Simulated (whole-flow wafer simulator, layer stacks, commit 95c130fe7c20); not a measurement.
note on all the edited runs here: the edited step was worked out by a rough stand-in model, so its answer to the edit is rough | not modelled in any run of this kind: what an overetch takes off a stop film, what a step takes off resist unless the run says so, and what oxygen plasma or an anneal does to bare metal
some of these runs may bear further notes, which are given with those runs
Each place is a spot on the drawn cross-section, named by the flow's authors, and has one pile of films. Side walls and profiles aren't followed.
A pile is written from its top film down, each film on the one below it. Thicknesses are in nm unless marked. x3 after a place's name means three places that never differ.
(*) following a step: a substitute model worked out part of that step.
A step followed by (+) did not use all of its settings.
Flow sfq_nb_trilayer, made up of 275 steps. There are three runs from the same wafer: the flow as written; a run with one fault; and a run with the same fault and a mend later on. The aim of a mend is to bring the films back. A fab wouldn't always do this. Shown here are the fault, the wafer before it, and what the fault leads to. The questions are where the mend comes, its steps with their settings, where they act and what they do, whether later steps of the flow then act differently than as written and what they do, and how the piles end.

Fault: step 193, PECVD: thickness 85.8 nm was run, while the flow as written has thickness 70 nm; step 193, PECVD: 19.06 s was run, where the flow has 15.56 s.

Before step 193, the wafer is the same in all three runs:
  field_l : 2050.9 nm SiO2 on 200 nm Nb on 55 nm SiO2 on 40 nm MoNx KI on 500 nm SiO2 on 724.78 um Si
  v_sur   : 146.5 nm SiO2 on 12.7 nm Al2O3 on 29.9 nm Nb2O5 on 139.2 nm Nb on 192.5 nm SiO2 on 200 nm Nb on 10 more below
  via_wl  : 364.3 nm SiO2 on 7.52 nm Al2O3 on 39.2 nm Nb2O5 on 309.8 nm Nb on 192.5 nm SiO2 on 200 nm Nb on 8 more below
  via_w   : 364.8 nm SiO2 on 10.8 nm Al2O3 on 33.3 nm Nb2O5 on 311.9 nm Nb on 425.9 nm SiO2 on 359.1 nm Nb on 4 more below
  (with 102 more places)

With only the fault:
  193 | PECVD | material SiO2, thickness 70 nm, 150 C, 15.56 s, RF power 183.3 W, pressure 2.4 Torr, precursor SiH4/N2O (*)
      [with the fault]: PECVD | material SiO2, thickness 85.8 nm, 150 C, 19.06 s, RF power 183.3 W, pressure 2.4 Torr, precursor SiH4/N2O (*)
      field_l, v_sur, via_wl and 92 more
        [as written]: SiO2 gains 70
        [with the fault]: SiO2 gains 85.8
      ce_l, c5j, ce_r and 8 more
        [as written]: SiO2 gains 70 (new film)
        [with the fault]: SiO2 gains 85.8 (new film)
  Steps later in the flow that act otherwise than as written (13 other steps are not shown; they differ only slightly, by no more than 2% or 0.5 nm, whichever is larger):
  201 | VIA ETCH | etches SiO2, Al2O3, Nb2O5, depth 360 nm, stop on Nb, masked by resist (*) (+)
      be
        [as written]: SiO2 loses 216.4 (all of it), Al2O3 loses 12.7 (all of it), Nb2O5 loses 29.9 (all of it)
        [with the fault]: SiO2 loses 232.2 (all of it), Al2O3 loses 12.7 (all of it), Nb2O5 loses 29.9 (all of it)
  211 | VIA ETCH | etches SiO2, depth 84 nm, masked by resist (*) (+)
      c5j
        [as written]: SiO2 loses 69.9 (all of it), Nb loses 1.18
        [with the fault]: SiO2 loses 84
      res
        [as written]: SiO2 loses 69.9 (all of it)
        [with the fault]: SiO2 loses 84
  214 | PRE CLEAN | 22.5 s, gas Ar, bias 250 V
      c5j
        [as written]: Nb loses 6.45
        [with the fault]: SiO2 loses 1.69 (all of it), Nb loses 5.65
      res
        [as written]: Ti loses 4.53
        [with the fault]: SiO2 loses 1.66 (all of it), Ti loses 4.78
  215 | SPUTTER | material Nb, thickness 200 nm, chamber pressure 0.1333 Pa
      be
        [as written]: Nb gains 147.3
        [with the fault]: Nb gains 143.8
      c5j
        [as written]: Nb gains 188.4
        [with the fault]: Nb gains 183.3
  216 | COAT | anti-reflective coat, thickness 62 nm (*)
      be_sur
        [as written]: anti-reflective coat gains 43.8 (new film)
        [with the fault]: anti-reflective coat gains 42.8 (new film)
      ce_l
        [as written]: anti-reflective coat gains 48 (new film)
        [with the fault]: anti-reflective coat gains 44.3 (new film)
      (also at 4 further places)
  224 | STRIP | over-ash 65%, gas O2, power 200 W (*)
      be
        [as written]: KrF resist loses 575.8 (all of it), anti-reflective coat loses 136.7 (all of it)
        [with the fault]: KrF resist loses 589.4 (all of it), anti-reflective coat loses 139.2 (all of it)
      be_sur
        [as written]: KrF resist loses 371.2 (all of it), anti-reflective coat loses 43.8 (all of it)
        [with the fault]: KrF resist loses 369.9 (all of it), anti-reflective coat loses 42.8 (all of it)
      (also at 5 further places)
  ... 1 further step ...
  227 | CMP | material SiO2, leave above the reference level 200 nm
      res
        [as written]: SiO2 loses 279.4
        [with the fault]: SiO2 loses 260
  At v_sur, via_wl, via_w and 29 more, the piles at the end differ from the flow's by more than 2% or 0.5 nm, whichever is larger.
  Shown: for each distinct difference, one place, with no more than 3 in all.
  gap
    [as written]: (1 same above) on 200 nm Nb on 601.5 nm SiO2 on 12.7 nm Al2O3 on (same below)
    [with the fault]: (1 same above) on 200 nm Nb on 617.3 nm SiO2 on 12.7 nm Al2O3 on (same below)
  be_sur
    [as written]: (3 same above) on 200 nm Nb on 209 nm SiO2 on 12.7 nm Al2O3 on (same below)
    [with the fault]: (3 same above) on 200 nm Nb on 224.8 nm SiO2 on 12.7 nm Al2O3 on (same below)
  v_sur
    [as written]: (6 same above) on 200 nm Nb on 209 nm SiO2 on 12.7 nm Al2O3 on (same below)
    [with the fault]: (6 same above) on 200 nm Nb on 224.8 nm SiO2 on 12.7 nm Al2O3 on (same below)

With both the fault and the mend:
  The mend follows step 199.
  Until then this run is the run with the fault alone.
  199a | STRIP | over-ash 65%, gas O2, power 200 W (*)
      p4_fl x3, p4_w1 x9, p4_g1 x2 and 33 more
        KrF resist loses 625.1 (all of it), anti-reflective coat loses 62 (all of it)
      wl_b_m5, wl_b_sr, wl_c_sl and 12 more
        KrF resist loses 625 (all of it), anti-reflective coat loses 62 (all of it)
      field_l, v_sur, via_wl, via_w
        KrF resist loses 625.7 (all of it), anti-reflective coat loses 62.2 (all of it)
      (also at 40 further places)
  199b | VIA ETCH | etches SiO2, depth 15.8 nm
      field_l, v_sur, via_wl and 103 more
        SiO2 loses 15.8
  199c | COAT | anti-reflective coat, thickness 62 nm (*) (the flow's step 194 again)
      p4_fl x3, p4_w1 x9, p4_g1 x2 and 50 more
        anti-reflective coat gains 62 (new film)
      via_wr, via_sp, via_v, wire, lsp_r, l0_sur, l0v
        anti-reflective coat gains 62.3 (new film)
      be, be_sur, gap, lsp_m, ln_m6
        anti-reflective coat gains 62.4 (new film)
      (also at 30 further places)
  199d | COAT | KrF resist, thickness 650 nm (*) (the flow's step 195 again)
      p4_fl x3, p4_w1 x9, p4_g1 x2 and 33 more
        KrF resist gains 650 (new film)
      wl_b_m5, wl_b_sr, wl_c_sl and 12 more
        KrF resist gains 649.9 (new film)
      field_l, v_sur, via_wl, via_w
        KrF resist gains 650.6 (new film)
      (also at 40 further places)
  199e | SOFTBAKE | KrF resist (the flow's step 196 again)
      alters no film at any place that is followed
  199f | EXPOSE | photomask I5, dose 12.41 mJ/cm2, NA 0.6, wavelength 248 nm (*) (the flow's step 197 again)
      alters no film at any place that is followed
  199g | PEB | KrF resist, 90 s (the flow's step 198 again)
      field_l, v_sur, via_wl and 87 more
        KrF resist loses 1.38
      jj_sur, ce_l, sp_r, moat, field_r, wl_jj
        KrF resist loses 1.39
      be_r, r_sur, res, r_end
        KrF resist loses 1.33
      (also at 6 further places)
  199h | DEVELOP | KrF resist, thickness 650 nm, 60 s (the flow's step 199 again)
      field_l, v_sur, via_wl and 102 more
        KrF resist loses 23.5
      be
        KrF resist loses 649.8 (all of it)
  Every later step of the flow that is run acts as written, at every place that is followed, to within 2% or 0.5 nm, whichever is larger.
  The piles end the same as the flow's at every place that both follow.
